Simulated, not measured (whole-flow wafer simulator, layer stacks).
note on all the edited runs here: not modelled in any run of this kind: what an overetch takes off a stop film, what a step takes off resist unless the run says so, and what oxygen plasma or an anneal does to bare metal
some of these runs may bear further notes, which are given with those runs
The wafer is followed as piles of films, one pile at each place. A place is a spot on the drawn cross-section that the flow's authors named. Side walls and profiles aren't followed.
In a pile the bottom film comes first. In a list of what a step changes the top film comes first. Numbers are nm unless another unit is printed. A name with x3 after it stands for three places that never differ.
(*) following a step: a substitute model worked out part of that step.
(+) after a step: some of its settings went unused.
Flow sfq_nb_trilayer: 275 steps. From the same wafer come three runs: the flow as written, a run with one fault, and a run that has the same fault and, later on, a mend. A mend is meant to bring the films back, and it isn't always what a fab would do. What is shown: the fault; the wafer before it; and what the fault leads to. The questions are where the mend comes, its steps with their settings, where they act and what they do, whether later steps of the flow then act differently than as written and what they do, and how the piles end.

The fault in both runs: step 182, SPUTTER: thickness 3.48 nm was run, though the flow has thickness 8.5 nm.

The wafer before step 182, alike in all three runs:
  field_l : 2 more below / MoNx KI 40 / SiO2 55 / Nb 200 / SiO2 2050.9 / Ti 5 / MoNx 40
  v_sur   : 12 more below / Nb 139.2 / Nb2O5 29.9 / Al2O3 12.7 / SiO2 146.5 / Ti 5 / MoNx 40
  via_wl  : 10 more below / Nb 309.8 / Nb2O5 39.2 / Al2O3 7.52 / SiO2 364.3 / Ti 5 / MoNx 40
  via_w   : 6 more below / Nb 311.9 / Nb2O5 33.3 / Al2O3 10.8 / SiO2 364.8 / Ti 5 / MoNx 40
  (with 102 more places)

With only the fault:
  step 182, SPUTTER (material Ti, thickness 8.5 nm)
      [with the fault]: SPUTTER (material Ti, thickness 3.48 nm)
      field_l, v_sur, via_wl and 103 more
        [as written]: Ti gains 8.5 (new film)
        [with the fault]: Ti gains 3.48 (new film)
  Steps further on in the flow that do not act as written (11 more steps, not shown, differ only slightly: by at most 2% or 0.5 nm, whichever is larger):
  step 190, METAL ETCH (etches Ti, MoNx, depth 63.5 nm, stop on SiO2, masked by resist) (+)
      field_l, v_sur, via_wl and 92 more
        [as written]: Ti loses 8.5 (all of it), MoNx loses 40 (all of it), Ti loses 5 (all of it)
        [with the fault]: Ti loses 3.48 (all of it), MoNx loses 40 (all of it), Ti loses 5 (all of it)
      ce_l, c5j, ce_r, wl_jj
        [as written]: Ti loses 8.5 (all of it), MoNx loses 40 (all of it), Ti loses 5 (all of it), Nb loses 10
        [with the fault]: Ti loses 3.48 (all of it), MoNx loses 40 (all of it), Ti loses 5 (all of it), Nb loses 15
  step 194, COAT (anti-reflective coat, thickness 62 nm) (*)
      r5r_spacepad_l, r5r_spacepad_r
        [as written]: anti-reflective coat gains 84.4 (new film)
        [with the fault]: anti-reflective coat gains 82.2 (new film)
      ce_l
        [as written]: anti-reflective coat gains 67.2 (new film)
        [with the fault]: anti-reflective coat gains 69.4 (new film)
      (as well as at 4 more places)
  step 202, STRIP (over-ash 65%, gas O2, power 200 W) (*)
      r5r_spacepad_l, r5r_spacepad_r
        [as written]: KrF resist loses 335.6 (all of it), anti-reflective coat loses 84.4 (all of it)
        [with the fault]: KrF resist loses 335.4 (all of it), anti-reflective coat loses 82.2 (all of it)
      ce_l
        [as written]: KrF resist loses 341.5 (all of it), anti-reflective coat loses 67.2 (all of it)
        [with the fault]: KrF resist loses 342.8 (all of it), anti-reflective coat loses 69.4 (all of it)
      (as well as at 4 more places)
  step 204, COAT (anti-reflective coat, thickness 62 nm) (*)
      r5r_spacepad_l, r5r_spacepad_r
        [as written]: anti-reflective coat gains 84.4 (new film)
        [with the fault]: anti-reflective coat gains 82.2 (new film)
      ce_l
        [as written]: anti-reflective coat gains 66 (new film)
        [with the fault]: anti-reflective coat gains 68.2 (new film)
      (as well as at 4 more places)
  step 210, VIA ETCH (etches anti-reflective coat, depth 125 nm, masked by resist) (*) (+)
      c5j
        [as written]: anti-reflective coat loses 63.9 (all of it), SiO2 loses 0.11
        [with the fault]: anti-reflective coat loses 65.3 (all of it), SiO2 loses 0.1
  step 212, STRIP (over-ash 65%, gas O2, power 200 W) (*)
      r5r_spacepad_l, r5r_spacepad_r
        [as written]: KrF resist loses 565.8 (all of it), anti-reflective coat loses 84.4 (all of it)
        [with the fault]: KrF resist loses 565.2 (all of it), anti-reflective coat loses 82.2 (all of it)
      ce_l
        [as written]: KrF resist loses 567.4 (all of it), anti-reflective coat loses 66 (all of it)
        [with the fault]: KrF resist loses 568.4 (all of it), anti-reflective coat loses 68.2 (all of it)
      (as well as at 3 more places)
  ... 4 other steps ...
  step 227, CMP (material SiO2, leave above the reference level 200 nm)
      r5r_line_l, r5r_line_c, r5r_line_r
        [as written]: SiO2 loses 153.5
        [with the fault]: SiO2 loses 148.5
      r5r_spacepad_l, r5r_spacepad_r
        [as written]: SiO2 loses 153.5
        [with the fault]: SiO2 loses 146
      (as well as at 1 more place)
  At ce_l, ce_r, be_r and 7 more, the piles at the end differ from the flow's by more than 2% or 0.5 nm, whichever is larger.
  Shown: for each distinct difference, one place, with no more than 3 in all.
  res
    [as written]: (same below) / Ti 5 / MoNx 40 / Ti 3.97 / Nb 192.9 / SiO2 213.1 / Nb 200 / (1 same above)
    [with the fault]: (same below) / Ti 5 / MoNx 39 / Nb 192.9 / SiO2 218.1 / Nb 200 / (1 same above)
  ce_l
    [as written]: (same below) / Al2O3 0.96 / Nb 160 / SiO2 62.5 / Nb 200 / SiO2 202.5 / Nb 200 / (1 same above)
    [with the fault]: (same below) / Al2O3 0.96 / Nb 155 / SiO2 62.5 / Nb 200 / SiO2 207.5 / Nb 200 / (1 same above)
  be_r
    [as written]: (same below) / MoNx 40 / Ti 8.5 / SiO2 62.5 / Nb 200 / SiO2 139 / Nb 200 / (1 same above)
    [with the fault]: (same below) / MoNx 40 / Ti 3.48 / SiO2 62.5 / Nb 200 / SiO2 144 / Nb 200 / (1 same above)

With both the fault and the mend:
  The mend stands after step 182.
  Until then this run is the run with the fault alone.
  step 182a, SPUTTER (material Ti, thickness 5.02 nm) (the flow's step 182 again, with other settings)
      field_l, v_sur, via_wl and 103 more
        Ti gains 5.02
  Later steps of the flow that are run all act as written at every place that is followed.
  The piles end the same as the flow's at every place that both follow.
